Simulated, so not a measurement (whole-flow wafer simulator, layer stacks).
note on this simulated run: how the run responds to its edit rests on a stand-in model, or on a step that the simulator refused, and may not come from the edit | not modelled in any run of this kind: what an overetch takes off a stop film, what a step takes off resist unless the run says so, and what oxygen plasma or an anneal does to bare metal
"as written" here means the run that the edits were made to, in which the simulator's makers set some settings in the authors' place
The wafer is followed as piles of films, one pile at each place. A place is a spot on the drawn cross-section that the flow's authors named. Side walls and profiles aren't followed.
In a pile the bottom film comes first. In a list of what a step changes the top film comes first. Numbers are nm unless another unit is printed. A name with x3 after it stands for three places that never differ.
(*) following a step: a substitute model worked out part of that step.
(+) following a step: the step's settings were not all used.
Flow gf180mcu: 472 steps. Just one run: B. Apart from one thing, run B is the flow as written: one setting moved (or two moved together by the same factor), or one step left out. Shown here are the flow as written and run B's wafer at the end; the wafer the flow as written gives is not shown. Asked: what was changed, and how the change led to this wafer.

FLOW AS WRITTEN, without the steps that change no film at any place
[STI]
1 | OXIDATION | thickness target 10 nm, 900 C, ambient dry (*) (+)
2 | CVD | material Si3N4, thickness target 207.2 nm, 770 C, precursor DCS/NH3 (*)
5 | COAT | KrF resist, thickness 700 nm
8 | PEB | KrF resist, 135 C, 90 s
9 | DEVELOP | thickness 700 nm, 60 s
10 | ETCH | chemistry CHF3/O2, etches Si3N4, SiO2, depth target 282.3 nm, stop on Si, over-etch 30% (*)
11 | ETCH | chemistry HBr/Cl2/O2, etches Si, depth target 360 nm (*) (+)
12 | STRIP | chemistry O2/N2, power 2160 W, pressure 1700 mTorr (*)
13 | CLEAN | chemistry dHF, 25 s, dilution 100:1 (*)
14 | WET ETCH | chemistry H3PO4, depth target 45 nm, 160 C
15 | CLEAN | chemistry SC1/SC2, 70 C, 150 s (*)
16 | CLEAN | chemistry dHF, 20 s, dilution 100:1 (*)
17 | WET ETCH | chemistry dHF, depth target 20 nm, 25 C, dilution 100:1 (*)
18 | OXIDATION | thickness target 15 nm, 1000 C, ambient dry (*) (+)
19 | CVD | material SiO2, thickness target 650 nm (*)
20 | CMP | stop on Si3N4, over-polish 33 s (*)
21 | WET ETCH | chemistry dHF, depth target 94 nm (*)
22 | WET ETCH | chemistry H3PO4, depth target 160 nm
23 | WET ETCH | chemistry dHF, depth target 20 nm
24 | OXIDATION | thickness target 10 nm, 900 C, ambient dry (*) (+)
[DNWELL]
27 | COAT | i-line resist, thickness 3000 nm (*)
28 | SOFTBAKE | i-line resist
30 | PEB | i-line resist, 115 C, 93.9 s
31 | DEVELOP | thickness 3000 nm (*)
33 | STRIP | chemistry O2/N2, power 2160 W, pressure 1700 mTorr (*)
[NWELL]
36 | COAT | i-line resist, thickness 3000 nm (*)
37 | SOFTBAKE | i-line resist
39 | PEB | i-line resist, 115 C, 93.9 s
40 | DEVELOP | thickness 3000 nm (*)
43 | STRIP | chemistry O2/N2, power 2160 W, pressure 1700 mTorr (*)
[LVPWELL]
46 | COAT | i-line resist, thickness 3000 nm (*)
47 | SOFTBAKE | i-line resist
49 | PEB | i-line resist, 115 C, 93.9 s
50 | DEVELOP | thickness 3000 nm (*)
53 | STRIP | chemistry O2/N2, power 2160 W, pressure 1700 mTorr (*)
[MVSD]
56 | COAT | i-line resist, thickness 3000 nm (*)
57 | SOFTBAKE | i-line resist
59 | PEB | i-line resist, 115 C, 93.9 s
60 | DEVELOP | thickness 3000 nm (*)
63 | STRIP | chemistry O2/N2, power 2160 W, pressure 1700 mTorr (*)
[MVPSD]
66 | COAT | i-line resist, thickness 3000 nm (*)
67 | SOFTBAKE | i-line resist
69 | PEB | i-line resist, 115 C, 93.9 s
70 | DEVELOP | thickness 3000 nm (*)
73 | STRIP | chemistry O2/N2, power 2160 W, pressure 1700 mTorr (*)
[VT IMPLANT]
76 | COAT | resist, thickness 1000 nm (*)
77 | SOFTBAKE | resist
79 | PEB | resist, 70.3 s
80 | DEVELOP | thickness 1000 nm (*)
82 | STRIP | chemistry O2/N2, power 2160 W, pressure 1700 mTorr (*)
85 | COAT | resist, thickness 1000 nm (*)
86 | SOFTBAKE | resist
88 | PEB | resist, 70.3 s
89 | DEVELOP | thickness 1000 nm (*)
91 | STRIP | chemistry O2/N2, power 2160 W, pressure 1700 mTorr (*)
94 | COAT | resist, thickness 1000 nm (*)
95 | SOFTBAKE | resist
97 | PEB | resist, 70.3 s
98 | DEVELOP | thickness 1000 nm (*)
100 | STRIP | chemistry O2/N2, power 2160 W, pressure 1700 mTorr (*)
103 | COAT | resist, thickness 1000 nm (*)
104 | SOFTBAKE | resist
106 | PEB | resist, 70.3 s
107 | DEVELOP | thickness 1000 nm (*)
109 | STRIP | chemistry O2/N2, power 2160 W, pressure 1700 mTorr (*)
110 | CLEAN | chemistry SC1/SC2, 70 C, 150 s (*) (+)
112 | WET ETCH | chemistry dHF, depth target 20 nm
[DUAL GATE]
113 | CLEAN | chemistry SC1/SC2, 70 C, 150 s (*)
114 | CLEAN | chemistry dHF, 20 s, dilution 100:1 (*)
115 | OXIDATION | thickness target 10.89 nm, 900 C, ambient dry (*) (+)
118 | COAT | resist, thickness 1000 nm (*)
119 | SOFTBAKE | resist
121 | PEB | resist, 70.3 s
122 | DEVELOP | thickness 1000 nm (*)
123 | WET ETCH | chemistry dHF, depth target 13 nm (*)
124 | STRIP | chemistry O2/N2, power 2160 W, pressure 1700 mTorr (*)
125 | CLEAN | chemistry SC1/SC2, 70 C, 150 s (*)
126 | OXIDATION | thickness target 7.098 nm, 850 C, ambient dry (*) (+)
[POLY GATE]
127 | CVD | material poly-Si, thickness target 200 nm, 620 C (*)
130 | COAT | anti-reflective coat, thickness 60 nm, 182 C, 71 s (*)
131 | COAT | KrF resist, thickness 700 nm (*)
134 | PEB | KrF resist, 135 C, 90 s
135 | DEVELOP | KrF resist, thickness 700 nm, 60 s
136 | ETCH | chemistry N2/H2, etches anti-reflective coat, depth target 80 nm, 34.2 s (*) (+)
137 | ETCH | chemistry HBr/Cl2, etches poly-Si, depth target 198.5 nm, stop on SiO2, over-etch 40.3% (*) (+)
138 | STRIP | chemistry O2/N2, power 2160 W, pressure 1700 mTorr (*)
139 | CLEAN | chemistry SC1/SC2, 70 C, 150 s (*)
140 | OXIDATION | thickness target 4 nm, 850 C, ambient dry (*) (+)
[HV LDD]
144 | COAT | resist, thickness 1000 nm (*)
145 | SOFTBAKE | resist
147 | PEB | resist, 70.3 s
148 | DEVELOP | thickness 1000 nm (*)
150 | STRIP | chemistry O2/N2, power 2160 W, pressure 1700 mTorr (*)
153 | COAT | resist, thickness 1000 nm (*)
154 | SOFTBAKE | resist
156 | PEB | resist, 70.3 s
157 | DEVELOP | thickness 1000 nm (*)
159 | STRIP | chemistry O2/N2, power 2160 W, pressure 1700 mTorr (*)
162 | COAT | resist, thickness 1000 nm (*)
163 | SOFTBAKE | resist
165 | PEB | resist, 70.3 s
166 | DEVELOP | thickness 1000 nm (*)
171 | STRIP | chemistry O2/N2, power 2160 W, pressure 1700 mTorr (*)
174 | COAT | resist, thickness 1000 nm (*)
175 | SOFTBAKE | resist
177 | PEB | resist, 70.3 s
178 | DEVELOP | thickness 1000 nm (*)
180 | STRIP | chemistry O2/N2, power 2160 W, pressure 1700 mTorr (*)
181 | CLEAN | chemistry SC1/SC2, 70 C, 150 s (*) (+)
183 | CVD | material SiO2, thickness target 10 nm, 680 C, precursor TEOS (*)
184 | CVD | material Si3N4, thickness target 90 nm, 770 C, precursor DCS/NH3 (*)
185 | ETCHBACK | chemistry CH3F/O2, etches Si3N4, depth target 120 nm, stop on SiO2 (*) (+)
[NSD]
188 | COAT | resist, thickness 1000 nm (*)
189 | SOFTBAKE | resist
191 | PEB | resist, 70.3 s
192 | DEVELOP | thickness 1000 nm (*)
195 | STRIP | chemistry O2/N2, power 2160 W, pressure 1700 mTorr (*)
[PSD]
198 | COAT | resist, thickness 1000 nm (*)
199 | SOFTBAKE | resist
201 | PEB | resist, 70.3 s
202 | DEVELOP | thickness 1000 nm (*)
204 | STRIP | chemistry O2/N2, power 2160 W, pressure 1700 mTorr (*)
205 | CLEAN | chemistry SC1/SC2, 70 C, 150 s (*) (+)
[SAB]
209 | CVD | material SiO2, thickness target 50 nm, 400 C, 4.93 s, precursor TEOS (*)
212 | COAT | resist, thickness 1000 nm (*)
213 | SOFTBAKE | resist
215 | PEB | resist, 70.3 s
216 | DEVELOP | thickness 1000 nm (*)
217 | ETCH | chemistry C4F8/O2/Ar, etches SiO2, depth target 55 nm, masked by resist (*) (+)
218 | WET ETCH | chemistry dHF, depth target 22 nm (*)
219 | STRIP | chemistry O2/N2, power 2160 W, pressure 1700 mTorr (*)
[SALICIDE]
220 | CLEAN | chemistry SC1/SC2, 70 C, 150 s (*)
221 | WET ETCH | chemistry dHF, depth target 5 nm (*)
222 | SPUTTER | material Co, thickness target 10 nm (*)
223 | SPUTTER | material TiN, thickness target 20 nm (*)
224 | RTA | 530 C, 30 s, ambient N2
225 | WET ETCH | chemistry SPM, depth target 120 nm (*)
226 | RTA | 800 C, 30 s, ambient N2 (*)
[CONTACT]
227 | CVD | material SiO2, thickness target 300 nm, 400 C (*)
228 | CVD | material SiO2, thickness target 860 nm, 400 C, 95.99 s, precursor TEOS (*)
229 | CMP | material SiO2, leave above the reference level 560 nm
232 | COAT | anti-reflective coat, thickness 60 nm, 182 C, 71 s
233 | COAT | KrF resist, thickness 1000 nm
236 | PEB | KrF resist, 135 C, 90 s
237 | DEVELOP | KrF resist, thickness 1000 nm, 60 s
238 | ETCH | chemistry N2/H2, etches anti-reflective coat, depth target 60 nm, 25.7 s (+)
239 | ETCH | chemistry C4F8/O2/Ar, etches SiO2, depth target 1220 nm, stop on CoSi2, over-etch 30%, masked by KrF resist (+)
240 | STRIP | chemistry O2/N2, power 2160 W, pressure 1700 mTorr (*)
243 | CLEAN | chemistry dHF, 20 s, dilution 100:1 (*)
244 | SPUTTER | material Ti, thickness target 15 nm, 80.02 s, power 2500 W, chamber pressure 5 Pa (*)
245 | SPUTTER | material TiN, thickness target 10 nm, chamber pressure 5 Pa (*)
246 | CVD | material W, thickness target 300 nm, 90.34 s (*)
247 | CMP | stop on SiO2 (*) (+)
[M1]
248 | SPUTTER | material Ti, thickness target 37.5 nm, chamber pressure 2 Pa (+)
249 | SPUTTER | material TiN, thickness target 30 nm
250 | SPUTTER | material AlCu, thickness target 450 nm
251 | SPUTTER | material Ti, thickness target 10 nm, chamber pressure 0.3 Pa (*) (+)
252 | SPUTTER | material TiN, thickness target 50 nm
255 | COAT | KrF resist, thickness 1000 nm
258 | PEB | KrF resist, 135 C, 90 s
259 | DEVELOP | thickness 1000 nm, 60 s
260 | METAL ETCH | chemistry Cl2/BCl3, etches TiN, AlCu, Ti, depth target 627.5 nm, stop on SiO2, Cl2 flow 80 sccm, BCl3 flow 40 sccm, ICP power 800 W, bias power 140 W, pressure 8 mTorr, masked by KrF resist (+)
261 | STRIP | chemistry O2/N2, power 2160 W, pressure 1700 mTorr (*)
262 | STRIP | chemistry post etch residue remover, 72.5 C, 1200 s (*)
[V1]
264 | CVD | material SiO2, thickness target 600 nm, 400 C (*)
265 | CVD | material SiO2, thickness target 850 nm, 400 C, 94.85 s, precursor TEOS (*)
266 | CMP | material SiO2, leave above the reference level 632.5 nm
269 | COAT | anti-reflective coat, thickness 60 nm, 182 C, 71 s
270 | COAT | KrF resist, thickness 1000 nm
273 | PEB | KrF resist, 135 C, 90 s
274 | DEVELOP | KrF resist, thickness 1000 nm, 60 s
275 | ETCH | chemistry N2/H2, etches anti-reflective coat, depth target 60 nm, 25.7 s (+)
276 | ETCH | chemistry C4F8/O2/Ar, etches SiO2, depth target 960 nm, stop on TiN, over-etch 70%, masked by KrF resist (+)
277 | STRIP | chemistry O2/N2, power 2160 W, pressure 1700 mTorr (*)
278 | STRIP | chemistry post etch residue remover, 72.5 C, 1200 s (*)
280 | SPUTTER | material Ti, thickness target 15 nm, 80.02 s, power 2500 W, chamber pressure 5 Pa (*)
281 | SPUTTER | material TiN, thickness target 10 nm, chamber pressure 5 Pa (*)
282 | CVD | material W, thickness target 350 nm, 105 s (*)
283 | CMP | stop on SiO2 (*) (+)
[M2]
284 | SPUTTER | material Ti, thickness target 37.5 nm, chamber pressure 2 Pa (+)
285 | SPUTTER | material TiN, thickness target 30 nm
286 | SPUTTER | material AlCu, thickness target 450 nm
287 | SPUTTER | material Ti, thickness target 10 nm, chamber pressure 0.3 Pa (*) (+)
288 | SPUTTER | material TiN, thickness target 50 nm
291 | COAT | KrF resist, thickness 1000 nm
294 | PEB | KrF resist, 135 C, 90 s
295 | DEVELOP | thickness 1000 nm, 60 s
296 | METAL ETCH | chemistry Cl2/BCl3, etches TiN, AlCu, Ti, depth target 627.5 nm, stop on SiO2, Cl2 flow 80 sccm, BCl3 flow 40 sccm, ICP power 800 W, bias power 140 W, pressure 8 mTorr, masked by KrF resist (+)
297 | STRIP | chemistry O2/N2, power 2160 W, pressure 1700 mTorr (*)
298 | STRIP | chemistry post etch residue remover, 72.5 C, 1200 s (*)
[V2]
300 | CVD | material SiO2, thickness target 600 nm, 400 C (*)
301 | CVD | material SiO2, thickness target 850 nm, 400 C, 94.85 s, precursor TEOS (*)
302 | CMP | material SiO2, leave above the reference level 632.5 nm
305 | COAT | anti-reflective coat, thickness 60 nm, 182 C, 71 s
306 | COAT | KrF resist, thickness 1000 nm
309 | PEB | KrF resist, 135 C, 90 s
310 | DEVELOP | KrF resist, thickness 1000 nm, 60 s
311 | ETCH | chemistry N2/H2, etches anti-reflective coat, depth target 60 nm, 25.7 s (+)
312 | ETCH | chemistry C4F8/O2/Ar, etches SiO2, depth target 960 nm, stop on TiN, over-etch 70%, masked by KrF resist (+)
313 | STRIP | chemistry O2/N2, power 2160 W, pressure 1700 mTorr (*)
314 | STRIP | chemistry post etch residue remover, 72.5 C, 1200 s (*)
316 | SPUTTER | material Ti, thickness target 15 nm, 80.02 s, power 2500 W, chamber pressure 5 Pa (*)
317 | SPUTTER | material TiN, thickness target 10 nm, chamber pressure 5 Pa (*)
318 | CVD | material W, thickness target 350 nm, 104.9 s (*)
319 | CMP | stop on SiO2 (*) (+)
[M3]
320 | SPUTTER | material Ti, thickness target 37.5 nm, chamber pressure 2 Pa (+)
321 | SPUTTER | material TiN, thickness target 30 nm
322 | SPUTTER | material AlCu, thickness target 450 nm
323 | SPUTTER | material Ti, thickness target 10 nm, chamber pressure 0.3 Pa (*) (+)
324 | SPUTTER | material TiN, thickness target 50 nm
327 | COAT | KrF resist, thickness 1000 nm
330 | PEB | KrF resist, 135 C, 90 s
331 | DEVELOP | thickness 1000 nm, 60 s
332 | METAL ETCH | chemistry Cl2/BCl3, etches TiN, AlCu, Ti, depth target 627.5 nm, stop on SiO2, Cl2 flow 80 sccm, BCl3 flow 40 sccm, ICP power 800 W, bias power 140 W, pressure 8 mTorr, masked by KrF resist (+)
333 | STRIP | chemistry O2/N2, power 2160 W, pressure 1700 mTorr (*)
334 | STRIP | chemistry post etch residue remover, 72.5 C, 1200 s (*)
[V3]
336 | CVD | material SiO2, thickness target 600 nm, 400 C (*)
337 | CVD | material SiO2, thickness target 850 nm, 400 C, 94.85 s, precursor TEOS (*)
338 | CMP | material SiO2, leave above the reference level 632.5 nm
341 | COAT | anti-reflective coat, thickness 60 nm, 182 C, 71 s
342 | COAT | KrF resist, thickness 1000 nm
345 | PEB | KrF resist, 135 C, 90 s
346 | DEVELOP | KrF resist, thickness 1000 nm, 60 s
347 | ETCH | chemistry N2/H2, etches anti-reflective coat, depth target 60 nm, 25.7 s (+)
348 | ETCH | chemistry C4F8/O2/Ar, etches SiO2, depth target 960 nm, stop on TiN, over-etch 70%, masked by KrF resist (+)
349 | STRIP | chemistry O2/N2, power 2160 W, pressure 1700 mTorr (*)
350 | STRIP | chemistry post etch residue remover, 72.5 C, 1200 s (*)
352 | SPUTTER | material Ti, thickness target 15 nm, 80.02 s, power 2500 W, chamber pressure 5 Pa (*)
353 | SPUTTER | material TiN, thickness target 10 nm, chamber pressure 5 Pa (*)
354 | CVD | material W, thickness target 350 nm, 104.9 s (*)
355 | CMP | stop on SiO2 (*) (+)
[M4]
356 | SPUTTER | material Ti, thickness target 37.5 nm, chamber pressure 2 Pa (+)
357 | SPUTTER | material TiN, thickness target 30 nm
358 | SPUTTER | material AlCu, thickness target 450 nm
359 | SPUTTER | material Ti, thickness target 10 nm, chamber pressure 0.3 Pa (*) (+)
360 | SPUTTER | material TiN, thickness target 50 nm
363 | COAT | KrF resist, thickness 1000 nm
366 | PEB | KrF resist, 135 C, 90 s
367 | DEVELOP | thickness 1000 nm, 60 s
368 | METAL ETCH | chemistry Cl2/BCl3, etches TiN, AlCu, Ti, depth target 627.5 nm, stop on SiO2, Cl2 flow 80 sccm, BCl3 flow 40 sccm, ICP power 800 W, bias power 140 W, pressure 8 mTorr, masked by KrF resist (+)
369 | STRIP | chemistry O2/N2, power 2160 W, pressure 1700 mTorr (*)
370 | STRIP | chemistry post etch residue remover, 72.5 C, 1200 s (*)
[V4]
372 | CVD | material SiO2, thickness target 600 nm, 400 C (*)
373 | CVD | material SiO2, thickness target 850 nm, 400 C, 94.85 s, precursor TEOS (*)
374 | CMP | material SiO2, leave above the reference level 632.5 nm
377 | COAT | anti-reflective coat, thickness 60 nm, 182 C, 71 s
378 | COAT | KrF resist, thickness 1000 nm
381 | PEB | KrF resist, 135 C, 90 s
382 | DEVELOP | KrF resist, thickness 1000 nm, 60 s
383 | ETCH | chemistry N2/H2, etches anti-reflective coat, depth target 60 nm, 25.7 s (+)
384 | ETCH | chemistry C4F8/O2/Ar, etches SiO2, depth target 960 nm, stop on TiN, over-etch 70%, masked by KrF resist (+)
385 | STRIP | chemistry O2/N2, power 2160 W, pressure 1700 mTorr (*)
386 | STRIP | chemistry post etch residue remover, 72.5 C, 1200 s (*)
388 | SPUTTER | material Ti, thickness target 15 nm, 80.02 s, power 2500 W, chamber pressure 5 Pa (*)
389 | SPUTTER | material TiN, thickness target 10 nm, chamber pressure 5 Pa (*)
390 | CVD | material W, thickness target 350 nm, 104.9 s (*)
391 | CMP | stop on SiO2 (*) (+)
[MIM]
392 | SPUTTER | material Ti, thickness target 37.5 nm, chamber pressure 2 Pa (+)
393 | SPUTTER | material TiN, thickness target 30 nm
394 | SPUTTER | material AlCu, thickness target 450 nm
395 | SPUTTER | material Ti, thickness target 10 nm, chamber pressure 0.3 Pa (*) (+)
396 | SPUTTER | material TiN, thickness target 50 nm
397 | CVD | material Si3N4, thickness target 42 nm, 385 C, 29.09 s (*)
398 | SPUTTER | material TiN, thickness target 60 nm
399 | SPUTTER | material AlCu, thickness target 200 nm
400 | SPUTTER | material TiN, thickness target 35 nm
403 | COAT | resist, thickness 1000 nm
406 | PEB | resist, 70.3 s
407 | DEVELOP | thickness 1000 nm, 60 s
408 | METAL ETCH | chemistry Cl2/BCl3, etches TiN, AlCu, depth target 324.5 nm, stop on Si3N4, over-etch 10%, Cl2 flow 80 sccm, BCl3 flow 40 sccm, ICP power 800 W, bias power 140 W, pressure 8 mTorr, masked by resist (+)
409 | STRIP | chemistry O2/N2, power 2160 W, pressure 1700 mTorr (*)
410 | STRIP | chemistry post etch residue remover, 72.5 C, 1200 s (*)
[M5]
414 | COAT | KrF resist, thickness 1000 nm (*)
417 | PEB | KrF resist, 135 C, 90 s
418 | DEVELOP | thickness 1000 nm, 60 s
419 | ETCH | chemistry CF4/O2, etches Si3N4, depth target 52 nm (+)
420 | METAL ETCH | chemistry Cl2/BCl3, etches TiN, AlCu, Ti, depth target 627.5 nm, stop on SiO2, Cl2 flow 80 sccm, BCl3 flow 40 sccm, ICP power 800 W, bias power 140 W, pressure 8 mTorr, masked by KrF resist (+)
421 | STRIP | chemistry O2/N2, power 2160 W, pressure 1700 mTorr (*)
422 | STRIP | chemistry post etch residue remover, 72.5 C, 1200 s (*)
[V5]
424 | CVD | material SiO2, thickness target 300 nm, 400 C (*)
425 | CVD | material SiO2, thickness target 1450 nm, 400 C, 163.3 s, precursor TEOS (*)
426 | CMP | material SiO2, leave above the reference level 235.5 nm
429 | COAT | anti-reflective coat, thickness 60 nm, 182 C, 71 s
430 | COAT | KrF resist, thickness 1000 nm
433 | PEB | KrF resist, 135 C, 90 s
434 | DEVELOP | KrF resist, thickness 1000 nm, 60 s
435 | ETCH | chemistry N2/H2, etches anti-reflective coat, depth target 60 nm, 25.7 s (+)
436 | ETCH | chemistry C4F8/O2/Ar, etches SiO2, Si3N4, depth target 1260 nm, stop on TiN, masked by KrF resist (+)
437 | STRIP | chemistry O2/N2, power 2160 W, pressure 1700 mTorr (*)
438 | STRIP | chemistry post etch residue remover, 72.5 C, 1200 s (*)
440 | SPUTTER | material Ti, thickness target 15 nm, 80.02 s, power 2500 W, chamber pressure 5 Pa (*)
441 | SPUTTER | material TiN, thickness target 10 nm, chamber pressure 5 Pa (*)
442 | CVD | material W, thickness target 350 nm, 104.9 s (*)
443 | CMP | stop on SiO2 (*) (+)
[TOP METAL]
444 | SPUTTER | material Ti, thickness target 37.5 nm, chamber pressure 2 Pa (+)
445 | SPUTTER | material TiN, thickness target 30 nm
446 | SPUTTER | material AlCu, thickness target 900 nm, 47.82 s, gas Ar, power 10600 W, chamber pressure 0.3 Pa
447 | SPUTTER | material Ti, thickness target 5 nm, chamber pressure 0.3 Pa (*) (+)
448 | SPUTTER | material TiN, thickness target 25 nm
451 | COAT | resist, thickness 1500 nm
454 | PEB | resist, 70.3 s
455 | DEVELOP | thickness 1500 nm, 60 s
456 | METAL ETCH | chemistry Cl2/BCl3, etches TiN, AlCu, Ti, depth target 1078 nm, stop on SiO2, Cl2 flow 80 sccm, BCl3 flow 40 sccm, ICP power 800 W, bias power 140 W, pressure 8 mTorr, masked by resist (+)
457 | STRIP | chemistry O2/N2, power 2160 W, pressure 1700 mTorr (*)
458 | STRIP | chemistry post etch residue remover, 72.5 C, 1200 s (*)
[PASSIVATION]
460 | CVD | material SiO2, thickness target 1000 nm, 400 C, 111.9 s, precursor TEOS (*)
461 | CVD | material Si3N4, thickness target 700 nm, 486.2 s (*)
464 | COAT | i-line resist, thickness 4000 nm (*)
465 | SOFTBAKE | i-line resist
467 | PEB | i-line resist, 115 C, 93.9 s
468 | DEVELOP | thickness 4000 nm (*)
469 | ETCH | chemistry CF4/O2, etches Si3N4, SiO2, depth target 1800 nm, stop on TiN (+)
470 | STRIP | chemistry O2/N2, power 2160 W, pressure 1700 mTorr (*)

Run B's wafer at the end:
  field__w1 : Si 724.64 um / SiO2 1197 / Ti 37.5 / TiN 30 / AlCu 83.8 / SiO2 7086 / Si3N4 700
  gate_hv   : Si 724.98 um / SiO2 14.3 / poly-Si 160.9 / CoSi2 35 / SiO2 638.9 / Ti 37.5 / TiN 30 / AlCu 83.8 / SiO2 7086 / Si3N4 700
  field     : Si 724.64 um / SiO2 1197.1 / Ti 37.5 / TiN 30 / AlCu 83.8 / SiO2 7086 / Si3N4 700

What caused this: step 250, SPUTTER: thickness target 657 nm was run, whereas the flow has thickness target 450 nm.

How this came from the change, step by step:
  250 | SPUTTER | material AlCu, thickness target 450 nm
      field, field__w1, field__w2 and 108 more: +657 AlCu (new film) (in the flow as written it would be: +450 AlCu (new film))
  260 | METAL ETCH | chemistry Cl2/BCl3, etches TiN, AlCu, Ti, depth target 627.5 nm, stop on SiO2, Cl2 flow 80 sccm, BCl3 flow 40 sccm, ICP power 800 W, bias power 140 W, pressure 8 mTorr, masked by KrF resist (+)
      field, field__w1, field__w2 and 99 more: -50 TiN (all of it), -10 Ti (all of it), -567.5 AlCu (in the flow as written it would be: -50 TiN (all of it), -10 Ti (all of it), -450 AlCu (all of it), -30 TiN (all of it), -37.5 Ti (all of it))
  262 | STRIP | chemistry post etch residue remover, 72.5 C, 1200 s (*)
      field, field__w1, field__w2 and 99 more: -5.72 AlCu (in the flow as written it would be: nothing)
  264 | CVD | material SiO2, thickness target 600 nm, 400 C (*)
      field, field__w1, field__w2 and 99 more: +600 SiO2 (new film) (in the flow as written it would be: +600 SiO2)
  266 | CMP | material SiO2, leave above the reference level 632.5 nm
      field, field__w1, field__w2 and 99 more: -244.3 SiO2 (in the flow as written it would be: -300 SiO2)
With metal films that touch counted as one body, field__w1 has 1 body; the flow as written gives 0 bodies.
With metal films that touch counted as one body, gate_hv has 2 bodies (between them, from the top down: SiO2 638.9); the flow as written gives 1 body.
With metal films that touch counted as one body, field has 1 body; the flow as written gives 0 bodies.
